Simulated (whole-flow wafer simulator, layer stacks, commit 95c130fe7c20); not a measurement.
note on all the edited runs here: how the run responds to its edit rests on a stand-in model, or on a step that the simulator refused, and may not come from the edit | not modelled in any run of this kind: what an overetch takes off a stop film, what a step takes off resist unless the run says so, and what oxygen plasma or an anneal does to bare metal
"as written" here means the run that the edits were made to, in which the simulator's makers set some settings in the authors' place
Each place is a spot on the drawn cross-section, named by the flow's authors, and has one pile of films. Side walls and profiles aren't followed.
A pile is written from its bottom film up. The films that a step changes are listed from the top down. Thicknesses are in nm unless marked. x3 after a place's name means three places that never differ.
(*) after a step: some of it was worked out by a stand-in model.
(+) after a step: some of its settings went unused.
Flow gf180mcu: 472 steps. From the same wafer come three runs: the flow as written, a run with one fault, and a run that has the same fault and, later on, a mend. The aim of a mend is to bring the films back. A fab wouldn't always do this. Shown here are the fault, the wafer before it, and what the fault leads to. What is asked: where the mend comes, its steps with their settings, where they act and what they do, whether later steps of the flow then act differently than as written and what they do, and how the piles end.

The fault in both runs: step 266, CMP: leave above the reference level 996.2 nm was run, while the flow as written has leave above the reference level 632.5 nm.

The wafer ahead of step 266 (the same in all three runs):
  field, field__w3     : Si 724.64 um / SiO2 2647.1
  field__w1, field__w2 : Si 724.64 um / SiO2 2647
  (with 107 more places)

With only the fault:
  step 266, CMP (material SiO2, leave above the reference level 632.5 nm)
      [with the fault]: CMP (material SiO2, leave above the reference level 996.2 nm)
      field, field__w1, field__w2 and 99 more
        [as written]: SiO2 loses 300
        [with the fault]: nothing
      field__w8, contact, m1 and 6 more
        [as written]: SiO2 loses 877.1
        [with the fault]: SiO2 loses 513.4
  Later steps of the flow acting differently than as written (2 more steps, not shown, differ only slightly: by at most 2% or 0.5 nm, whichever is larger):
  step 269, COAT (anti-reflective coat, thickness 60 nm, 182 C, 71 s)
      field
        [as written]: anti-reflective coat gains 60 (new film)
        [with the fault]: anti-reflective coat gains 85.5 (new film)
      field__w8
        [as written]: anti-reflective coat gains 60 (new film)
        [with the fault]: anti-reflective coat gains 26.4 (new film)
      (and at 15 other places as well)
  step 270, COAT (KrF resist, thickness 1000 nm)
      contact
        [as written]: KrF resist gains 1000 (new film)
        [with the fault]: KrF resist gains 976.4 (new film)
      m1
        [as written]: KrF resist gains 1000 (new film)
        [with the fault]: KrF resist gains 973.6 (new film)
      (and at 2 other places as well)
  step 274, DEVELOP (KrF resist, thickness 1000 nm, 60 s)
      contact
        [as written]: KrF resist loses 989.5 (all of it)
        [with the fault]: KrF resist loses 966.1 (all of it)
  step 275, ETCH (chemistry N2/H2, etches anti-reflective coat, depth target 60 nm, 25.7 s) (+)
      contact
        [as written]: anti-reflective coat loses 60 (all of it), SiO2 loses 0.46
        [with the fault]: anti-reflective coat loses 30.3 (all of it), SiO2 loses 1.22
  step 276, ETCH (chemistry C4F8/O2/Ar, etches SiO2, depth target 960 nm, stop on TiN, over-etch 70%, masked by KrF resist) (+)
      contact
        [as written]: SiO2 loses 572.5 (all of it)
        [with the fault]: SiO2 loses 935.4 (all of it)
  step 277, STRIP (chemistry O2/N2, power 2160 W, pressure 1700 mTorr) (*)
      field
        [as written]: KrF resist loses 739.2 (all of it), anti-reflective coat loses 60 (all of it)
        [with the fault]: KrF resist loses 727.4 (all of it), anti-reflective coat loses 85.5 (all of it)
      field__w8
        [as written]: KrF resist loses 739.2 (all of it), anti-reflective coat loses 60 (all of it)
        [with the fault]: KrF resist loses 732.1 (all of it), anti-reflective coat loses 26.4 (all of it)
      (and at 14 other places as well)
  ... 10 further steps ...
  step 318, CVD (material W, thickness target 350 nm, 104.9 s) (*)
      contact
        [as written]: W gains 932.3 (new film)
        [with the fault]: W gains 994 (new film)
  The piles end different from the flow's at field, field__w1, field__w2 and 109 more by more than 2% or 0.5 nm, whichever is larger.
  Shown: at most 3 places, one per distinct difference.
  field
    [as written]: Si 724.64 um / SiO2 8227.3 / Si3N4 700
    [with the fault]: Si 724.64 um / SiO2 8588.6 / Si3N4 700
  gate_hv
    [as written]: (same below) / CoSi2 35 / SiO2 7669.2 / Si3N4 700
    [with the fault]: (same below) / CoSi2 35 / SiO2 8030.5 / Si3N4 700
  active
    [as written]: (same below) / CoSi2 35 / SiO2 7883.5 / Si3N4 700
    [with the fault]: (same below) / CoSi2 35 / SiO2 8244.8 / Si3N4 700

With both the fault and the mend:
  After step 274 comes the mend.
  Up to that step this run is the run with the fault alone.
  step 274a, STRIP (chemistry O2/N2, power 2160 W, pressure 1700 mTorr) (*)
      iso_ptap_pw, iso_ntap_nw, iso_nw_fld and 33 more
        KrF resist loses 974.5 (all of it), anti-reflective coat loses 60 (all of it)
      field_sub, field_sub__w1, field_sub__w2 and 15 more
        KrF resist loses 975.1 (all of it), anti-reflective coat loses 60.2 (all of it)
      field__w6, field__w7, field__w11 and 7 more
        KrF resist loses 975.2 (all of it), anti-reflective coat loses 60.2 (all of it)
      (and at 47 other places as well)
  step 274b, CMP (material SiO2, leave above the reference level 632.5 nm) (the flow's step 266 again)
      field, field__w1, field__w2 and 99 more
        SiO2 loses 300
      field__w8, contact, m1 and 6 more
        SiO2 loses 363.7
  step 274c, HMDS (120 C, 60 s) (the flow's step 268 again)
      does not change any film at any place that is followed
  step 274d, COAT (anti-reflective coat, thickness 60 nm, 182 C, 71 s) (the flow's step 269 again)
      field, field__w1, field__w2 and 108 more
        anti-reflective coat gains 60 (new film)
  step 274e, COAT (KrF resist, thickness 1000 nm) (the flow's step 270 again)
      field, field__w1, field__w2 and 108 more
        KrF resist gains 1000 (new film)
  step 274f, SOFTBAKE (KrF resist) (the flow's step 271 again)
      does not change any film at any place that is followed
  step 274g, EXPOSE (photomask Via1) (the flow's step 272 again)
      does not change any film at any place that is followed
  step 274h, PEB (KrF resist, 135 C, 90 s) (the flow's step 273 again)
      field, field__w1, field__w2 and 108 more
        KrF resist loses 10.5
  step 274i, DEVELOP (KrF resist, thickness 1000 nm, 60 s) (the flow's step 274 again)
      field, field__w1, field__w2 and 107 more
        KrF resist loses 14.9
      contact
        KrF resist loses 989.5 (all of it)
  None of the later steps of the flow acts differently than as written at any place that is followed.
  At every place that both follow, the piles at the end match the flow's.
